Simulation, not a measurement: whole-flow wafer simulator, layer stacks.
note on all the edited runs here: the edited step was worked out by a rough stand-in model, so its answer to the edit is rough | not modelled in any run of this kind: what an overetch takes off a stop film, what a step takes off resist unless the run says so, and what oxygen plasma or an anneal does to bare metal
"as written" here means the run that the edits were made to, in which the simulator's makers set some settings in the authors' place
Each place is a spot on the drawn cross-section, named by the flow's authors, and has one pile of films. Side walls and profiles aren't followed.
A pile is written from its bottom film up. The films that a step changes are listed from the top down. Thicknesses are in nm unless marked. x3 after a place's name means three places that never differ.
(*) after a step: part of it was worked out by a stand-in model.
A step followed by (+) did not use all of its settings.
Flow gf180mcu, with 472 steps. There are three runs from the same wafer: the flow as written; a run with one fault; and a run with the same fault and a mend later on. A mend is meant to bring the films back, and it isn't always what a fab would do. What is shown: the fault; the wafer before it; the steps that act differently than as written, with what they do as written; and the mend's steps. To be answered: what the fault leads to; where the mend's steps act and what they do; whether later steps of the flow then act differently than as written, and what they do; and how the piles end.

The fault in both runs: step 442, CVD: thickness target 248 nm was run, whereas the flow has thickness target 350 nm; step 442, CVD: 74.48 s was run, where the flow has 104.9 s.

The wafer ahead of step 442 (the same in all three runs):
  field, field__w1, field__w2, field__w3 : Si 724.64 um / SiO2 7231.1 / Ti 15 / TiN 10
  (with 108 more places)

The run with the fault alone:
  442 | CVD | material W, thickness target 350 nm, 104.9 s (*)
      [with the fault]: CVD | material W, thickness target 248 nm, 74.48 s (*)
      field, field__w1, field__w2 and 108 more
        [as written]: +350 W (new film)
        [with the fault]: +249.4 W (new film)
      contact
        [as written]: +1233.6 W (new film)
        [with the fault]: +1133 W (new film)
  Steps later in the flow that act otherwise than as written:
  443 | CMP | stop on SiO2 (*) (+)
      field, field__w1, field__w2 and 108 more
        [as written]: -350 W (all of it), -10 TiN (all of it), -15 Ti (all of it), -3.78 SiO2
        [with the fault]: -249.4 W (all of it), -10 TiN (all of it), -15 Ti (all of it), -2.77 SiO2
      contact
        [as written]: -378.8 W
        [with the fault]: -277.1 W
  At the end the piles are close to the flow's at the places that both follow, differing by at most 2% or 0.5 nm, whichever is larger.

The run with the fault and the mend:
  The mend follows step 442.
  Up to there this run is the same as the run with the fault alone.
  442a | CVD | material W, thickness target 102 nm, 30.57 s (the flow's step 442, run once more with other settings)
      field, field__w1, field__w2 and 109 more
        +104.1 W
  Later steps of the flow that are run all act as written at every place that is followed, up to a difference of at most 2% or 0.5 nm, whichever is larger.
  At the end the piles are close to the flow's at the places that both follow, differing by at most 2% or 0.5 nm, whichever is larger.
